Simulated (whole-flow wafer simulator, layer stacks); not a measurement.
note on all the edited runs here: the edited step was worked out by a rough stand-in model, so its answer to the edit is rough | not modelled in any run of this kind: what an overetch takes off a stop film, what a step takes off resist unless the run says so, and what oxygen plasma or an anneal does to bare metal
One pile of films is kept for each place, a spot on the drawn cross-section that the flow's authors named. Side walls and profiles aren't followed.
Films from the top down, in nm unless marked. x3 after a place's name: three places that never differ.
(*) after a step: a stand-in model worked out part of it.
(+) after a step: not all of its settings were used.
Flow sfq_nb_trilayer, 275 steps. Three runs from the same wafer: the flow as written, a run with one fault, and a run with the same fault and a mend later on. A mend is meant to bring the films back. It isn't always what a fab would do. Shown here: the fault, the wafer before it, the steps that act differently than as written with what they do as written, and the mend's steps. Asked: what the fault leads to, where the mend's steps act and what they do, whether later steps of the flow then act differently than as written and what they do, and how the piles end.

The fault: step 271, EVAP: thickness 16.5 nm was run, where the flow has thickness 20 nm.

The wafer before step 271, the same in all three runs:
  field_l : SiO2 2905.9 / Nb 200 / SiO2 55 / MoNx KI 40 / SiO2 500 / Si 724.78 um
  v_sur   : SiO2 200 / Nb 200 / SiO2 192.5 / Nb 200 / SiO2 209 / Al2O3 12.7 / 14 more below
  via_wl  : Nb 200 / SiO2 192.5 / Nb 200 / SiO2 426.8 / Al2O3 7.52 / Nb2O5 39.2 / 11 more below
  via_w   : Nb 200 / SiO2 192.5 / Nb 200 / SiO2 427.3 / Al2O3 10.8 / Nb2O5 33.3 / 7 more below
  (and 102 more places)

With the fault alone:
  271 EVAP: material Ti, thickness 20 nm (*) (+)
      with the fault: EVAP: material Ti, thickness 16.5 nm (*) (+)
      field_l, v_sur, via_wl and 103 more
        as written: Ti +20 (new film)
        with the fault: Ti +16.5 (new film)
  Later steps of the flow that act differently than as written:
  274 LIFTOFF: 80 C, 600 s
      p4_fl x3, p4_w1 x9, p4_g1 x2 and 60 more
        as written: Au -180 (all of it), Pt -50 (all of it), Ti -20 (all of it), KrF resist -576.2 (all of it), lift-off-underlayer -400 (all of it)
        with the fault: Au -180 (all of it), Pt -50 (all of it), Ti -16.5 (all of it), KrF resist -576.2 (all of it), lift-off-underlayer -400 (all of it)
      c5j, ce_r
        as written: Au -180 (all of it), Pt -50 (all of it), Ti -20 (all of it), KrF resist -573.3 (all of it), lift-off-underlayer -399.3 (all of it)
        with the fault: Au -180 (all of it), Pt -50 (all of it), Ti -16.5 (all of it), KrF resist -573.3 (all of it), lift-off-underlayer -399.3 (all of it)
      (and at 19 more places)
  At the end the piles differ from the flow's by more than 2% or 0.5 nm, whichever is larger, at field_l, v_sur, via_wl and 8 more.
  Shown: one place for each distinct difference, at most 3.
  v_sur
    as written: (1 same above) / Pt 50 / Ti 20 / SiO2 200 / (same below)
    with the fault: (1 same above) / Pt 50 / Ti 16.5 / SiO2 200 / (same below)
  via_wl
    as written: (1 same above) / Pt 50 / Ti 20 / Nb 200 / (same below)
    with the fault: (1 same above) / Pt 50 / Ti 16.5 / Nb 200 / (same below)
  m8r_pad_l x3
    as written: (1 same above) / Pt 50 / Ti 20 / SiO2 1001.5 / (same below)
    with the fault: (1 same above) / Pt 50 / Ti 16.5 / SiO2 1001.5 / (same below)

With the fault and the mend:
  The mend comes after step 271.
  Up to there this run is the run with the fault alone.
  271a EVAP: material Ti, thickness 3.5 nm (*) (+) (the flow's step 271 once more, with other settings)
      field_l, v_sur, via_wl and 103 more
        Ti +3.5
  No later step of the flow acts differently than as written at any place that is followed.
  At the end the piles are the same as the flow's at every place that both follow.
